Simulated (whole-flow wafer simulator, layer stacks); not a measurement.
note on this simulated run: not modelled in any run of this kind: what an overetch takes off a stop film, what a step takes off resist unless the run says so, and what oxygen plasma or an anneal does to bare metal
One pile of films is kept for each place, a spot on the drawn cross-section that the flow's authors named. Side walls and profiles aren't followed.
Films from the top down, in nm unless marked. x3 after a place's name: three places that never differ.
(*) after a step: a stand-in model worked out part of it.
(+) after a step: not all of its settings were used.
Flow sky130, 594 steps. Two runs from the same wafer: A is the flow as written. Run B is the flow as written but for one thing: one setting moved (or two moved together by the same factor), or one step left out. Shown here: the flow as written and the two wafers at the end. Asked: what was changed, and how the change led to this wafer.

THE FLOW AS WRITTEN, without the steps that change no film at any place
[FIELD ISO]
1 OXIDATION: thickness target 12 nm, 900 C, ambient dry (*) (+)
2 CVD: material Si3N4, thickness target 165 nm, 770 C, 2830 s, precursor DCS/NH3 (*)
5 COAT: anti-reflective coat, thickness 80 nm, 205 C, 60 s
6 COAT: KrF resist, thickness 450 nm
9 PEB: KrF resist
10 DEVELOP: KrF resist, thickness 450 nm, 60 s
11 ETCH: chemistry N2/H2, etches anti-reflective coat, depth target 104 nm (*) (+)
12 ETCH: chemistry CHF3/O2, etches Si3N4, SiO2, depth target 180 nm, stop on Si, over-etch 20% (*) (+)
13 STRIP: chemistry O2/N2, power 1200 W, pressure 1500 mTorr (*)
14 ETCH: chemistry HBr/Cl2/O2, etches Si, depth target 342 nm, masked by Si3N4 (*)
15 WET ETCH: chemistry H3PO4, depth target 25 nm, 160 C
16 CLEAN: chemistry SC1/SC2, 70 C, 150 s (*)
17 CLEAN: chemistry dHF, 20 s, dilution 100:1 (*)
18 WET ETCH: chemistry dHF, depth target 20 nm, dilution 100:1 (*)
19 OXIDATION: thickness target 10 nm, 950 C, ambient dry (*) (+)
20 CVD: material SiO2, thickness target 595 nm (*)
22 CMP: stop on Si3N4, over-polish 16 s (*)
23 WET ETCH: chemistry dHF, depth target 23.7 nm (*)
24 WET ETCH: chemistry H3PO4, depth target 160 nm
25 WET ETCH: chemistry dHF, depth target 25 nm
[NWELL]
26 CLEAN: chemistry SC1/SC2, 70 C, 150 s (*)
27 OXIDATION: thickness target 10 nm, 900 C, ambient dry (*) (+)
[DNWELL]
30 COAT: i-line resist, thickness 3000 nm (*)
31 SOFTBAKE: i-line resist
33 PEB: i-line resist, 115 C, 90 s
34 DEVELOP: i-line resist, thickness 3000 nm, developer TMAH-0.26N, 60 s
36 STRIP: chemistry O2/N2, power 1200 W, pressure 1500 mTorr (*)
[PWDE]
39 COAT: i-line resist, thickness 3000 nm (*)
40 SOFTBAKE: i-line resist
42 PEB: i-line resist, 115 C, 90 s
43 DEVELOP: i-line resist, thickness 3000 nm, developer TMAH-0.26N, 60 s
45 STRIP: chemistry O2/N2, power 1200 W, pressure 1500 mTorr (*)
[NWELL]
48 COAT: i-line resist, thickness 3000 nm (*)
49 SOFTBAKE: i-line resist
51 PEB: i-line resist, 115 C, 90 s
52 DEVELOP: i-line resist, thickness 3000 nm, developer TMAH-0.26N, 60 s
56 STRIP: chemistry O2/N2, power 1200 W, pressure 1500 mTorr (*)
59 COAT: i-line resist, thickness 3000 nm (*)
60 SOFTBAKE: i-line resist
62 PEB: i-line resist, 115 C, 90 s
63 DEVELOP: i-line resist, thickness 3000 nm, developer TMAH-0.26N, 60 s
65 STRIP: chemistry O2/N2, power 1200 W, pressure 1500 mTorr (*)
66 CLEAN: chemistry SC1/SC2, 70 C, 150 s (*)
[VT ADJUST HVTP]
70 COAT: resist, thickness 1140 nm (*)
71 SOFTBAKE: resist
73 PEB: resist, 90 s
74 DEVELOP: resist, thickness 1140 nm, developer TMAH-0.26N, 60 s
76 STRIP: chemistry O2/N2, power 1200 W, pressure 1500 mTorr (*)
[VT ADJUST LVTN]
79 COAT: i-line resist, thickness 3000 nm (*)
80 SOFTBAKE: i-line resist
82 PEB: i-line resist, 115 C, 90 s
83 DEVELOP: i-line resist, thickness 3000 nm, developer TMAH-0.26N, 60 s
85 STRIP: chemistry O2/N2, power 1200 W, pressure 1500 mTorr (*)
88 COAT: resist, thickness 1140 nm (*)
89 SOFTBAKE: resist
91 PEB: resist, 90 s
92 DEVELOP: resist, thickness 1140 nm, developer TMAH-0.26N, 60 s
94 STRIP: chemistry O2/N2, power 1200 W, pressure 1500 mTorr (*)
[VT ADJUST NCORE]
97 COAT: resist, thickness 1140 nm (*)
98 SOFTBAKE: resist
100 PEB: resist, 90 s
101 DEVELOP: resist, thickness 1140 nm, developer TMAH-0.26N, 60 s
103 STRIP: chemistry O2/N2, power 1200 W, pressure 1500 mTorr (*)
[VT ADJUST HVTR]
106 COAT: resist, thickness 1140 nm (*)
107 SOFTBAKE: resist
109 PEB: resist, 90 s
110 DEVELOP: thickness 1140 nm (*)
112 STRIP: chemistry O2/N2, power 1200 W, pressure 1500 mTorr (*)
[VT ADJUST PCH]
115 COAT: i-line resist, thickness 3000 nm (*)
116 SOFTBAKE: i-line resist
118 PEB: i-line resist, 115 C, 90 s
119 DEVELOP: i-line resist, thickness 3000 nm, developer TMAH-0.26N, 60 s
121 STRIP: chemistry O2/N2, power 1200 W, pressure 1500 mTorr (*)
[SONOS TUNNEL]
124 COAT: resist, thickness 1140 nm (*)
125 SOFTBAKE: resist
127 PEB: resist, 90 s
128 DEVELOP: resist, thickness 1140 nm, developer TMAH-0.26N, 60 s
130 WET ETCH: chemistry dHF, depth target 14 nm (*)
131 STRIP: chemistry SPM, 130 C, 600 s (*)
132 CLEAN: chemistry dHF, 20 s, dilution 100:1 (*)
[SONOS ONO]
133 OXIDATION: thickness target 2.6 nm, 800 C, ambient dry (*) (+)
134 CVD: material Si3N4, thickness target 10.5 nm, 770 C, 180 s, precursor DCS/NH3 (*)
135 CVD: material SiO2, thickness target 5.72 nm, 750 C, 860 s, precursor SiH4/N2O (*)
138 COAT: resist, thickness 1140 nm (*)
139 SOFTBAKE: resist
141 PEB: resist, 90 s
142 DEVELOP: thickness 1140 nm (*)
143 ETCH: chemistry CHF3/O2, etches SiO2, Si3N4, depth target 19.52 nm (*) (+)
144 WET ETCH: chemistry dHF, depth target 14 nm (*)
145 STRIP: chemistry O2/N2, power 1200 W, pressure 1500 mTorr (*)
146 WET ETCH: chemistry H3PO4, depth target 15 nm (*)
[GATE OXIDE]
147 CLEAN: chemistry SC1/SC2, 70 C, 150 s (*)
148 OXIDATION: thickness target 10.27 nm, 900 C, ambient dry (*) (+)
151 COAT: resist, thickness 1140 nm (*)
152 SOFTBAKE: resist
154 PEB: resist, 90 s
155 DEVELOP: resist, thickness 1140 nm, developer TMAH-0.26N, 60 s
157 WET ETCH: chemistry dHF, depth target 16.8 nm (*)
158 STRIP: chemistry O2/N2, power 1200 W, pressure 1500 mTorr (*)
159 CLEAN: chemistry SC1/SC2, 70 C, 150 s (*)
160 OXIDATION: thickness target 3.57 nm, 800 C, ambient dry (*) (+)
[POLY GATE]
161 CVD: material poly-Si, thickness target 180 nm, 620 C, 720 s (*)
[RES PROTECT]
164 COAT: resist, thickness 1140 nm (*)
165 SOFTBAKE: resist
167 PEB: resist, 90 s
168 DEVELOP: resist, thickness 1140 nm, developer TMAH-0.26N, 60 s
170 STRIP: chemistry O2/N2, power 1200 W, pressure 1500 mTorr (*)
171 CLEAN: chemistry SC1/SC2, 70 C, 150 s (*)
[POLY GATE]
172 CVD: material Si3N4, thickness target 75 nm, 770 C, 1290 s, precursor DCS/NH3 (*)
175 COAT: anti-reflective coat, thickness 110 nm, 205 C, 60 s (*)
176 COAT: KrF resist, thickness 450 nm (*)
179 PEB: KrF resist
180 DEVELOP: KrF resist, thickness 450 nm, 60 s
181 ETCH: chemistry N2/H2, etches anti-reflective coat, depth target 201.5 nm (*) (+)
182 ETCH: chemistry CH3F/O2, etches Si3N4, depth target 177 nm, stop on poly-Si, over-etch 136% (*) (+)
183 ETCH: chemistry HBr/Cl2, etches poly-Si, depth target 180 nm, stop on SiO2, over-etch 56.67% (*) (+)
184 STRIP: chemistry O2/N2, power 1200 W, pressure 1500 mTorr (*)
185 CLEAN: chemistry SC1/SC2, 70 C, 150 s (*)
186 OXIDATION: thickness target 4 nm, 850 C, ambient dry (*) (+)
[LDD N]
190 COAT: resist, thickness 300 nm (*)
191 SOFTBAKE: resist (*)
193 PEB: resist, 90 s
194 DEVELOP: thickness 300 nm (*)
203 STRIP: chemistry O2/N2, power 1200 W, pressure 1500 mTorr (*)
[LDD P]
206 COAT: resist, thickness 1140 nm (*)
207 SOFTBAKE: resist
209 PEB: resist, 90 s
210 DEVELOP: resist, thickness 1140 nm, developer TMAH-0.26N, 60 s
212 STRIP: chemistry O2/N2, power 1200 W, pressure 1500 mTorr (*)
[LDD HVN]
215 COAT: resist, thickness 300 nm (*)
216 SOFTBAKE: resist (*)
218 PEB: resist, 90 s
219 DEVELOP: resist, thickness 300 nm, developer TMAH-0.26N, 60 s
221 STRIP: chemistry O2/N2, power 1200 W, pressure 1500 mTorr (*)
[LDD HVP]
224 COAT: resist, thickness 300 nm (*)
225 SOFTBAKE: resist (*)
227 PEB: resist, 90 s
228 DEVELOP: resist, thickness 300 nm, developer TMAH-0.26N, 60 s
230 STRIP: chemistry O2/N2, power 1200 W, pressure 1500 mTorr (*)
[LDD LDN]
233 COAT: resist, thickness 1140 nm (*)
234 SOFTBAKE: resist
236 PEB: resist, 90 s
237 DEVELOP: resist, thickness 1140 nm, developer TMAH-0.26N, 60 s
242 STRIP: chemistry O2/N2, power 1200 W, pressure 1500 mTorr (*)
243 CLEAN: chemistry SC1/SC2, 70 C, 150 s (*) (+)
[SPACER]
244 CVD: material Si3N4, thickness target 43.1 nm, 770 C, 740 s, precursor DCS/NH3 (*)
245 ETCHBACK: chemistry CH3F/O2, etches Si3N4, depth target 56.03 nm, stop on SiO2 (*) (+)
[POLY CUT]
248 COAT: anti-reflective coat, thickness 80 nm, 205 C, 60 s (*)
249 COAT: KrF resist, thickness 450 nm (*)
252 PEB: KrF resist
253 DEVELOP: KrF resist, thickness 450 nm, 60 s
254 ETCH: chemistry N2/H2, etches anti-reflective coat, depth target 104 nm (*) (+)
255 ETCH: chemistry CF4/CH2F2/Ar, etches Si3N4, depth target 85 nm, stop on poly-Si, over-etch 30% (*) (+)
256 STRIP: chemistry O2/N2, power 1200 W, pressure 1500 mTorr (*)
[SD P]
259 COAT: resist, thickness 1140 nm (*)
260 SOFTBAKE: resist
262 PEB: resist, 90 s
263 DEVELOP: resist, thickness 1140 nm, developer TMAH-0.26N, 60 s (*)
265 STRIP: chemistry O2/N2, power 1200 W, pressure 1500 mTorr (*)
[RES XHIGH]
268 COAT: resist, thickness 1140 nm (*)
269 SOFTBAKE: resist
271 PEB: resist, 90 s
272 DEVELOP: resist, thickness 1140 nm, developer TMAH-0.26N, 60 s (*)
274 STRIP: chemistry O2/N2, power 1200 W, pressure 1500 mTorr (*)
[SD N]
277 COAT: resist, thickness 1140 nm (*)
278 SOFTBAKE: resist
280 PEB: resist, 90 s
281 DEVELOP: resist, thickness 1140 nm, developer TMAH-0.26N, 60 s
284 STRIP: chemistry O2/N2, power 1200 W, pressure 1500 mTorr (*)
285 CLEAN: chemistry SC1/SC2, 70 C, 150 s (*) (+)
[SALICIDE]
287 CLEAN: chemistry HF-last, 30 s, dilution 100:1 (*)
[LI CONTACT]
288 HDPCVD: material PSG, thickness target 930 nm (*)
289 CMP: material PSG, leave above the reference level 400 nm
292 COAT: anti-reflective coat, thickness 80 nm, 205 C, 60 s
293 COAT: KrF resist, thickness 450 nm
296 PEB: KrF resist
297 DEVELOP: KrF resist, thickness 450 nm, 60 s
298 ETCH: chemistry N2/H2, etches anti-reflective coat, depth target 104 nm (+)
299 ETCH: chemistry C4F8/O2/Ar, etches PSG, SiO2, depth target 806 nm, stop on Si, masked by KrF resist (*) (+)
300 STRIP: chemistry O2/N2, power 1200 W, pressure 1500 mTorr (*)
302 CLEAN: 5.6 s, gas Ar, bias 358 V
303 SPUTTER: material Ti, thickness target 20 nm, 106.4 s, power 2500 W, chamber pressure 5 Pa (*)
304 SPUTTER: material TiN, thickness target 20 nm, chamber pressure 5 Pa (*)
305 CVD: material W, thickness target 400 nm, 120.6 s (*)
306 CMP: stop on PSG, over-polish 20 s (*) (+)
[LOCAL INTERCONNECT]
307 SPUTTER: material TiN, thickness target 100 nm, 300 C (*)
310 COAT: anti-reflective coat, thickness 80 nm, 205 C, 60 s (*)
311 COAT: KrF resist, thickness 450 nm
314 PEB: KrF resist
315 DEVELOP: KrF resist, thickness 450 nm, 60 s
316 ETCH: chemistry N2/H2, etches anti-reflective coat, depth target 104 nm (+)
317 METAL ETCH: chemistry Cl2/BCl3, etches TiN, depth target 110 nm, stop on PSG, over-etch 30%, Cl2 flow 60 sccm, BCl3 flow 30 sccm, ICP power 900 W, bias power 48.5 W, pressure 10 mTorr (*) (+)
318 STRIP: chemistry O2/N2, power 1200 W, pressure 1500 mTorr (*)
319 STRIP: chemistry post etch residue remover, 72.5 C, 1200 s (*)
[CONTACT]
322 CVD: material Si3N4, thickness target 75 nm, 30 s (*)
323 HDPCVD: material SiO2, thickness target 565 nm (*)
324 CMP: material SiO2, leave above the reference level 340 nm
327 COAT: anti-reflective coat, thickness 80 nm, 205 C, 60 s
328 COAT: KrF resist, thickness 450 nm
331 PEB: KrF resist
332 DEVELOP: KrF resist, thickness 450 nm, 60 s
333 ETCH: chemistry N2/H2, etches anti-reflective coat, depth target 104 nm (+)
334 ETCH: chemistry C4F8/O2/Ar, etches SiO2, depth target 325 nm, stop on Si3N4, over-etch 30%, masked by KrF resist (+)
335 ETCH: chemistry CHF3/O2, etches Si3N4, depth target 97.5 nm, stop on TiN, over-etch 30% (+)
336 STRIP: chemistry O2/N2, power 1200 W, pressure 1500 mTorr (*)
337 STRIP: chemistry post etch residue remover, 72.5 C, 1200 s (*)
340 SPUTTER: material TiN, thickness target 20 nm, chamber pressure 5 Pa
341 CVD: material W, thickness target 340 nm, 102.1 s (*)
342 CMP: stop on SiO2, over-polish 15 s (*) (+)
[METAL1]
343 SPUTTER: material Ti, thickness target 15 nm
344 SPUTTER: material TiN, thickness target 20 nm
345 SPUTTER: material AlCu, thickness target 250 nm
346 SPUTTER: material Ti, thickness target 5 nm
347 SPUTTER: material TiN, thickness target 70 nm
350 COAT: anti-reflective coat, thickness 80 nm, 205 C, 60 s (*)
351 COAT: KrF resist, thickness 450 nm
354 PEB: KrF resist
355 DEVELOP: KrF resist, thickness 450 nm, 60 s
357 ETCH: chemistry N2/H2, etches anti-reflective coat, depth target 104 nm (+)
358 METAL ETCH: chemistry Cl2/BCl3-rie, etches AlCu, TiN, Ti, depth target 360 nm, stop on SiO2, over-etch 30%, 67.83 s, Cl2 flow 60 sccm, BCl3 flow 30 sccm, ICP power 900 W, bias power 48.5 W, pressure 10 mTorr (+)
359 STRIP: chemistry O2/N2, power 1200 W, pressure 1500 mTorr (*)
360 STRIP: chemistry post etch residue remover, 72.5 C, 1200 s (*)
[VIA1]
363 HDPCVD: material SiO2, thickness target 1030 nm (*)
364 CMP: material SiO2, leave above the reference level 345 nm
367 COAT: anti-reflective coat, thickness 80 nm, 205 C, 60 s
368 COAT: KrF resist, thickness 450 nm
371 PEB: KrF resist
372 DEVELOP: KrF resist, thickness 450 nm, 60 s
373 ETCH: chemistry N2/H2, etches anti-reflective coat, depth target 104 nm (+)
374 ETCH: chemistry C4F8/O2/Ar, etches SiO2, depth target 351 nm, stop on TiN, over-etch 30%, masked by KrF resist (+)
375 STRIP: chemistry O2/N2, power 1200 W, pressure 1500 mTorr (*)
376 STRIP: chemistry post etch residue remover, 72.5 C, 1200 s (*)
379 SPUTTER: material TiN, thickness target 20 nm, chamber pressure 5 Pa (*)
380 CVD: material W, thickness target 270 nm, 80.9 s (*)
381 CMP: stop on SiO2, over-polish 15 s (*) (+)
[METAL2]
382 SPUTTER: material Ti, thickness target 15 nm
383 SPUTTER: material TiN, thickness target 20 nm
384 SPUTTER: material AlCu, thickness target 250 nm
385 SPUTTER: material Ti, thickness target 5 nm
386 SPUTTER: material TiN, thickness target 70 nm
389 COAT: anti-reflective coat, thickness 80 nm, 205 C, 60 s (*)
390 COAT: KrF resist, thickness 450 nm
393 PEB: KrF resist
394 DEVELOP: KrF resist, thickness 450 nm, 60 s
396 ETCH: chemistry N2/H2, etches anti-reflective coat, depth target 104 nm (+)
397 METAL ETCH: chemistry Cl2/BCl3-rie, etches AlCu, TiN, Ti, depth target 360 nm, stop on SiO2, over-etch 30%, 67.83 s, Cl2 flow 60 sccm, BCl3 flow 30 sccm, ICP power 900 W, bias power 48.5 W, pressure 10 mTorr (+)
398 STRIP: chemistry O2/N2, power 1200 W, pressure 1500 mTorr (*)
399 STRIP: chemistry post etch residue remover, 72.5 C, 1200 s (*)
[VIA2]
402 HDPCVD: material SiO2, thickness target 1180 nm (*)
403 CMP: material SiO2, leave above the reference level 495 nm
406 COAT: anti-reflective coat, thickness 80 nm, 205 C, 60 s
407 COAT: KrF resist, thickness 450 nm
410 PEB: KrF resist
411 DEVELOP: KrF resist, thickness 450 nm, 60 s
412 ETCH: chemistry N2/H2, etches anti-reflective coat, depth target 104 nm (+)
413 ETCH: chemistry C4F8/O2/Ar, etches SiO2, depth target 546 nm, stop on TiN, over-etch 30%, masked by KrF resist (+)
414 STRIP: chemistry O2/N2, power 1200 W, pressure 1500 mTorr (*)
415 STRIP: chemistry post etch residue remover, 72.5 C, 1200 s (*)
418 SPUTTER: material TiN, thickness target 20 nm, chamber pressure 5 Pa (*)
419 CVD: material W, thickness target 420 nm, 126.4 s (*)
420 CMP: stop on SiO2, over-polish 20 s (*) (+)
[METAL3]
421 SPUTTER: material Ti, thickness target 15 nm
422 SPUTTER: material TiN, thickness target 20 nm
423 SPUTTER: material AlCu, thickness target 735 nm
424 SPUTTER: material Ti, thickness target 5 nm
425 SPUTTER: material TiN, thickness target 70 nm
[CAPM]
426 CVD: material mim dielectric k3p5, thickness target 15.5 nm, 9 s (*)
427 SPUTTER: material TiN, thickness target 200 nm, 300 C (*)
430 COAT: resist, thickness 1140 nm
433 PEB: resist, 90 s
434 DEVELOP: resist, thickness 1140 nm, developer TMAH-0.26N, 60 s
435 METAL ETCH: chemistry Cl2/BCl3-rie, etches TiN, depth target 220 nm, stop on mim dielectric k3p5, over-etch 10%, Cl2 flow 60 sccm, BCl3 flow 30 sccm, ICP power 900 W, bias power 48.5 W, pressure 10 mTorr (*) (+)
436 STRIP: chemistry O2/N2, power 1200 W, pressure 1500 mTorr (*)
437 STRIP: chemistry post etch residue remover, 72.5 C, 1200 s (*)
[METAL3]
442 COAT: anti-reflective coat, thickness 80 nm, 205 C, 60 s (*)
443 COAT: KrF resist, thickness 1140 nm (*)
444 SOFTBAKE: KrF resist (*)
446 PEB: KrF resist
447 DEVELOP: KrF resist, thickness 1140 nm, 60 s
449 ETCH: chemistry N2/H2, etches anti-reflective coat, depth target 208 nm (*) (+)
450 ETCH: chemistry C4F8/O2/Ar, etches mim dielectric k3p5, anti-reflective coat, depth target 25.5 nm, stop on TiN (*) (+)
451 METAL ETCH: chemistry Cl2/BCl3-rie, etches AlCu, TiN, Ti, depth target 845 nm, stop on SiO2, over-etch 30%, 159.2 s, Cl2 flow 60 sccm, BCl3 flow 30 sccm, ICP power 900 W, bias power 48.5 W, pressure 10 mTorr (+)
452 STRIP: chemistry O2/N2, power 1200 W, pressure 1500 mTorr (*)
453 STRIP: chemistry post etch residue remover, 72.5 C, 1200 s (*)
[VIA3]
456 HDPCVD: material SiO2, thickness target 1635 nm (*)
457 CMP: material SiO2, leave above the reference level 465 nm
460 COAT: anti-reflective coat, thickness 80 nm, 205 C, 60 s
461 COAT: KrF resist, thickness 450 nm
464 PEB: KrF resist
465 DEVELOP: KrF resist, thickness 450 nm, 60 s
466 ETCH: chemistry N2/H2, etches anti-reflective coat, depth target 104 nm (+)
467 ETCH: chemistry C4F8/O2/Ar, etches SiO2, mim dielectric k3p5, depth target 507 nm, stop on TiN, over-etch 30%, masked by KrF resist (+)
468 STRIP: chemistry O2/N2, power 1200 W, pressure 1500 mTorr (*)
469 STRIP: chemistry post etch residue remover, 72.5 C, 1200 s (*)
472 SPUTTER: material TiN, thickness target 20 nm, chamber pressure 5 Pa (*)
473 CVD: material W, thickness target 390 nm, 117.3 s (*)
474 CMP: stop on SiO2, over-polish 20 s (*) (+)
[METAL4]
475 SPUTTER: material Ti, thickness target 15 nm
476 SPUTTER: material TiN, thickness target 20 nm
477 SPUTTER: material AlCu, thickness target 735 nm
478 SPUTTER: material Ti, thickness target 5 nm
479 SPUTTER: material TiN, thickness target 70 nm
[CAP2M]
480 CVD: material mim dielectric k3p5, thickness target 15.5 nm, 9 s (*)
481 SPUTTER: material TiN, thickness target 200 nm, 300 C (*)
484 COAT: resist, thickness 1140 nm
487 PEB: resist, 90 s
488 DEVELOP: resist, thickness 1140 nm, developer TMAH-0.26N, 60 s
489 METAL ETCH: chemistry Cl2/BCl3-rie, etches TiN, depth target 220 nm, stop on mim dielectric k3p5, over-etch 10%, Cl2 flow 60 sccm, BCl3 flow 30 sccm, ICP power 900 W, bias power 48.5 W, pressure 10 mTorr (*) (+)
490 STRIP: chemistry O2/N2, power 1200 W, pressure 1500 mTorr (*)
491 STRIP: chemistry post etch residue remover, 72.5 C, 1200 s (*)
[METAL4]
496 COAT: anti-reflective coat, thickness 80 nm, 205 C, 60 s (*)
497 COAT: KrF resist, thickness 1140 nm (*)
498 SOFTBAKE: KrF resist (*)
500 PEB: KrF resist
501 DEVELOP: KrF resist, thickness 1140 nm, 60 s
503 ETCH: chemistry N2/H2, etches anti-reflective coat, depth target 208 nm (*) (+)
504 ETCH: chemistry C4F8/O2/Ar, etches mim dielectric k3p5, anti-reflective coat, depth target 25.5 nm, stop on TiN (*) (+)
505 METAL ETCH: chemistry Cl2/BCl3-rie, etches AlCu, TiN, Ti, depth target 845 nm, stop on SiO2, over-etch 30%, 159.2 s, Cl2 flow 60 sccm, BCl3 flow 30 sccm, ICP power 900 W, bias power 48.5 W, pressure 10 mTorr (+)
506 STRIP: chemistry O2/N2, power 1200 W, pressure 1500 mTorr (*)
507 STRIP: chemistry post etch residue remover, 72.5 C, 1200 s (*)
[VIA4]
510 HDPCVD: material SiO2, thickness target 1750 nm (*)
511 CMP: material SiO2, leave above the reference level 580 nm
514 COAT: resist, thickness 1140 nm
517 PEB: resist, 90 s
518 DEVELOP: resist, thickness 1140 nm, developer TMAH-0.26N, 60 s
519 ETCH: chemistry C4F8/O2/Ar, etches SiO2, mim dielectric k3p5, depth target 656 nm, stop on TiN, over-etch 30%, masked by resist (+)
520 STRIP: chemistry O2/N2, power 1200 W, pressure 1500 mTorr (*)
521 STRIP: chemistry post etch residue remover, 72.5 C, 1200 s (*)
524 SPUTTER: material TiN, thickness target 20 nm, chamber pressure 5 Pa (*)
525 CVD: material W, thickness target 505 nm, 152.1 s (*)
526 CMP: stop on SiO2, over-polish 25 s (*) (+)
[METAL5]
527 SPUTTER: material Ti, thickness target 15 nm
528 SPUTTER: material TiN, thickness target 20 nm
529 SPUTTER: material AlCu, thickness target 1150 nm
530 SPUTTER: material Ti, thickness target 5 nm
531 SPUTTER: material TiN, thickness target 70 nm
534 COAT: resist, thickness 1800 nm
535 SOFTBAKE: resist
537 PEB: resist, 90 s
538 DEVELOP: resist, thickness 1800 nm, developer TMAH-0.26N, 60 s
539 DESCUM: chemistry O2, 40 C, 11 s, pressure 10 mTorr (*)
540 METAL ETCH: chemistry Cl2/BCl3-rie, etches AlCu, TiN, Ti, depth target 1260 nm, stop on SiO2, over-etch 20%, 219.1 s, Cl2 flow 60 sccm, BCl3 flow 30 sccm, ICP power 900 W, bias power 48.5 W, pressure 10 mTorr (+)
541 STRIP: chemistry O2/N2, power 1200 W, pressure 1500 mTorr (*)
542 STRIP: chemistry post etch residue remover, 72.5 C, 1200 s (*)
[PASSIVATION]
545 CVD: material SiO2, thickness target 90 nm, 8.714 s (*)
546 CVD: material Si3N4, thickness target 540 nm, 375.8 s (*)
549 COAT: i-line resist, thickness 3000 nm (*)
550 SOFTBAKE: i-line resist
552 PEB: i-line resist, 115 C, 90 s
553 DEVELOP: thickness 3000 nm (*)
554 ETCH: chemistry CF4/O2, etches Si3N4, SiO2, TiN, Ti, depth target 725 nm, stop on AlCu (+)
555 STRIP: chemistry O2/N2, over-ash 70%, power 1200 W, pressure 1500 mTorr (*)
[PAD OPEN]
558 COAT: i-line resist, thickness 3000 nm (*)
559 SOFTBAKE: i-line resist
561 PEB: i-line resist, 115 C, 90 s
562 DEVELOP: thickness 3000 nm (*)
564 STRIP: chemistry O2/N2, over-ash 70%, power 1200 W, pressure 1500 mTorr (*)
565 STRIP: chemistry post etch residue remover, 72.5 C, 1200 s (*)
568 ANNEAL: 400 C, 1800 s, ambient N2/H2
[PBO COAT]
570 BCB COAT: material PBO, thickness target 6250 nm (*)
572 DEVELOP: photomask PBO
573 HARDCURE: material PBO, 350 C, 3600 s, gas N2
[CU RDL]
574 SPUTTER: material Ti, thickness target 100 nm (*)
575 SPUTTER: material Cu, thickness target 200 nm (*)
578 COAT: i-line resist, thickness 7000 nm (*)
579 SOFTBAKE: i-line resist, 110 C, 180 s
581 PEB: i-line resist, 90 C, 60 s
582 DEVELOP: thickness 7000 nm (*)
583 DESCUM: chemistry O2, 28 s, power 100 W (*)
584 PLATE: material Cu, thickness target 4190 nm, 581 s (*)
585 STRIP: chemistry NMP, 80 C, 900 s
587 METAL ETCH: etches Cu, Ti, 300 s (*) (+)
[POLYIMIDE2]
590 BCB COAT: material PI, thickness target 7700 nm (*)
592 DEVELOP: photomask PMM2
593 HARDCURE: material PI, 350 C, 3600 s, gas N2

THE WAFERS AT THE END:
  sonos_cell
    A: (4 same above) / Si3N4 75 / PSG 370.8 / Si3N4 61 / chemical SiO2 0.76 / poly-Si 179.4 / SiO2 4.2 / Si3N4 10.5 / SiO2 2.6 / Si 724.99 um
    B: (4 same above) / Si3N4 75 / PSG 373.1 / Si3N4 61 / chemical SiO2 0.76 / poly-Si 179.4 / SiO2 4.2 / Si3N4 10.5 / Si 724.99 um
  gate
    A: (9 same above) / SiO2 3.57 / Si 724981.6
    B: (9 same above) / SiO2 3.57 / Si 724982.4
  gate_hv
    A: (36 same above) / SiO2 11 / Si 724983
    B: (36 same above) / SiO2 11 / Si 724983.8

The cause: step 133, OXIDATION: thickness target 2.6 nm, 800 C, ambient dry (*) (+), was left out.

How the change led to this, step by step:
  143 ETCH: chemistry CHF3/O2, etches SiO2, Si3N4, depth target 19.52 nm (*) (+)
      n_well, sonos_sd: A SiO2 -5.72 (all of it), Si3N4 -10.5 (all of it), SiO2 -2.6 (all of it), Si -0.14 | B SiO2 -5.72 (all of it), Si3N4 -10.5 (all of it), Si -0.66
  144 WET ETCH: chemistry dHF, depth target 14 nm (*)
      active, p_well, gate and 46 more: A SiO2 -7.24 (all of it) | B SiO2 -5.48 (all of it)
      gate_p_lvt, dext_ntap_nw, gate_lvt and 13 more: A SiO2 -7.24 (all of it) | B SiO2 -5.49 (all of it)
      (and at 34 more places)
  248 COAT: anti-reflective coat, thickness 80 nm, 205 C, 60 s (*)
      m1: A anti-reflective coat +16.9 (new film) | B anti-reflective coat +16.3 (new film)
      gate_p_hv: A anti-reflective coat +17 (new film) | B anti-reflective coat +16.4 (new film)
  256 STRIP: chemistry O2/N2, power 1200 W, pressure 1500 mTorr (*)
      m1: A KrF resist -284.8 (all of it), anti-reflective coat -16.9 (all of it) | B KrF resist -284.6 (all of it), anti-reflective coat -16.3 (all of it)
      gate_p_hv: A KrF resist -325.1 (all of it), anti-reflective coat -17 (all of it) | B KrF resist -325.3 (all of it), anti-reflective coat -16.4 (all of it)
  306 CMP: stop on PSG, over-polish 20 s (*) (+)
      poly_licon: A W -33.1 | B W -32.3
